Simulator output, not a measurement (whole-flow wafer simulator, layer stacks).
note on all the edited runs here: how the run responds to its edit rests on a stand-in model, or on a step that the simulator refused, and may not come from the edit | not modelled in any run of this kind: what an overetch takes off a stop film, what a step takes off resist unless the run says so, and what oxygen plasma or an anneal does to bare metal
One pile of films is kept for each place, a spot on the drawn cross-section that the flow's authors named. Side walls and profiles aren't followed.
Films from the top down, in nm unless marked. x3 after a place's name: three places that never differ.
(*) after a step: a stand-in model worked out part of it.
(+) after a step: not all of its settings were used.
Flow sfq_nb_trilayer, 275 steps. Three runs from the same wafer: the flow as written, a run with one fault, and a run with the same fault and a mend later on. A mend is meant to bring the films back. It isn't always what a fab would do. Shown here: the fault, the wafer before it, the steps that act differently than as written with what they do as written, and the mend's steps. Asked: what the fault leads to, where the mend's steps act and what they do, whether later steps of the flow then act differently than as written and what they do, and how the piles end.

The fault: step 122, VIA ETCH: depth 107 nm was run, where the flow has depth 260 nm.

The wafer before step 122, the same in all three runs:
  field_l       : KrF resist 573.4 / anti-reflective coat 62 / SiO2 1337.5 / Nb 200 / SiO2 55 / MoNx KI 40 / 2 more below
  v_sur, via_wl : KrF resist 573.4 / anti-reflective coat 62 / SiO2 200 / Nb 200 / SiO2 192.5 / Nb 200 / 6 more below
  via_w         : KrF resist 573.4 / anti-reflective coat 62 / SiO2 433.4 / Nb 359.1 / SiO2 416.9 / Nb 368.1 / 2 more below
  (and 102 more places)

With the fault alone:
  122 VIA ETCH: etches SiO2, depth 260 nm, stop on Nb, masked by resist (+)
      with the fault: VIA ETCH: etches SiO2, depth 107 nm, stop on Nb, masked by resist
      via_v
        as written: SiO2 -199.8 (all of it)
        with the fault: SiO2 -107
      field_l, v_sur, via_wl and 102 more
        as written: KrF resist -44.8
        with the fault: KrF resist -18.4
  Later steps of the flow that act differently than as written (4 more steps differ only slightly, by at most 2% or 0.5 nm, whichever is larger, and aren't shown):
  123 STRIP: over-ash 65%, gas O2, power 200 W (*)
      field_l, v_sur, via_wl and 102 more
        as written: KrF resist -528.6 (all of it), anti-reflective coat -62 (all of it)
        with the fault: KrF resist -555 (all of it), anti-reflective coat -62 (all of it)
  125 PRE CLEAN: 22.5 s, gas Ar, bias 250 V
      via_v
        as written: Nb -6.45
        with the fault: SiO2 -7.5
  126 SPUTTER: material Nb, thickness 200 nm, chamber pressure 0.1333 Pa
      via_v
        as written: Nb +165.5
        with the fault: Nb +185.9 (new film)
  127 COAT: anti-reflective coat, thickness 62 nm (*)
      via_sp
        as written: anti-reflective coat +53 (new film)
        with the fault: anti-reflective coat +51.5 (new film)
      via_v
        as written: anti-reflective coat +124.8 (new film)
        with the fault: anti-reflective coat +108.9 (new film)
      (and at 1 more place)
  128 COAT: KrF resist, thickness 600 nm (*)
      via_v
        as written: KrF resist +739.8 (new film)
        with the fault: KrF resist +657.9 (new film)
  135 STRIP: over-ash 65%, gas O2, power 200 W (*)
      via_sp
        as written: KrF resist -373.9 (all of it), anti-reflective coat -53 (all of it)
        with the fault: KrF resist -382.6 (all of it), anti-reflective coat -51.5 (all of it)
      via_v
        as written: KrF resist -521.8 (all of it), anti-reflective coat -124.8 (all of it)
        with the fault: KrF resist -440.1 (all of it), anti-reflective coat -108.9 (all of it)
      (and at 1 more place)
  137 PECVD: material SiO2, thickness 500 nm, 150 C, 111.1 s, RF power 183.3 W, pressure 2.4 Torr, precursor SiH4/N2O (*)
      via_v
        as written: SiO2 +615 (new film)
        with the fault: SiO2 +500 (new film)
  At the end the piles differ from the flow's by more than 2% or 0.5 nm, whichever is larger, at via_v.
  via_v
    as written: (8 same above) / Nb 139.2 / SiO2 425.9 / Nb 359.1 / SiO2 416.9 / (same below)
    with the fault: (8 same above) / Nb 139.2 / SiO2 313.7 / Nb 185.9 / SiO2 85.3 / Nb 200 / SiO2 416.9 / (same below)

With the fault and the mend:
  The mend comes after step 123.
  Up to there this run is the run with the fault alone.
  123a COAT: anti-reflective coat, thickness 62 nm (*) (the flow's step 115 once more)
      p4_fl x3, p4_w1 x9, p4_g1 x2 and 63 more
        anti-reflective coat +62 (new film)
      c5j, ce_r, sp_r and 13 more
        anti-reflective coat +61.9 (new film)
      field_l, v_sur, gap, jj_sur, ce_l
        anti-reflective coat +61.8 (new film)
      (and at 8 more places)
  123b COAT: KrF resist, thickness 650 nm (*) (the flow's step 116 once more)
      p4_fl x3, p4_w1 x9, p4_g1 x2 and 63 more
        KrF resist +650 (new film)
      r_end, moat, field_r, lsp_l, ln_m5
        KrF resist +649.7 (new film)
      lsp_m, ln_m6, lsp_r, l0_sur, l0v
        KrF resist +649.8 (new film)
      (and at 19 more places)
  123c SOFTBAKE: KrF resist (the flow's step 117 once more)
      changes no film at any place that is followed
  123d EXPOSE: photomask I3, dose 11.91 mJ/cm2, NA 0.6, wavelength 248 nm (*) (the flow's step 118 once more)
      changes no film at any place that is followed
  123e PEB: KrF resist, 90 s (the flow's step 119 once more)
      via_sp, wire, jj_sur and 94 more
        KrF resist -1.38
      field_l, v_sur, via_wl, via_w, via_wr, be, be_sur, gap
        KrF resist -1.37
      via_v
        KrF resist -1.51
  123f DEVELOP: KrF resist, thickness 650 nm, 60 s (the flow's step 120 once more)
      field_l, v_sur, via_wl and 102 more
        KrF resist -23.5
      via_v
        KrF resist -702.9 (all of it)
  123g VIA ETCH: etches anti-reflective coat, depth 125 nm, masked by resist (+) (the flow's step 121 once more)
      field_l, v_sur, via_wl and 102 more
        KrF resist -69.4
      via_v
        anti-reflective coat -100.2 (all of it), SiO2 -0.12
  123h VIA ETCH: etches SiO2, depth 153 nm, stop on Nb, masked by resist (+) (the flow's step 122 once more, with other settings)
      field_l, v_sur, via_wl and 102 more
        KrF resist -24
      via_v
        SiO2 -92.7 (all of it)
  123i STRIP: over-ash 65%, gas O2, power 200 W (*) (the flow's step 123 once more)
      p4_fl x3, p4_w1 x9, p4_g1 x2 and 63 more
        KrF resist -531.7 (all of it), anti-reflective coat -62 (all of it)
      moat, field_r, lsp_l, ln_m5, lsp_m, ln_m6, l0v
        KrF resist -531.4 (all of it), anti-reflective coat -61.9 (all of it)
      r_sur, res, r_end
        KrF resist -531.3 (all of it), anti-reflective coat -61.9 (all of it)
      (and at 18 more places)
  No later step of the flow acts differently than as written at any place that is followed.
  At the end the piles are the same as the flow's at every place that both follow.
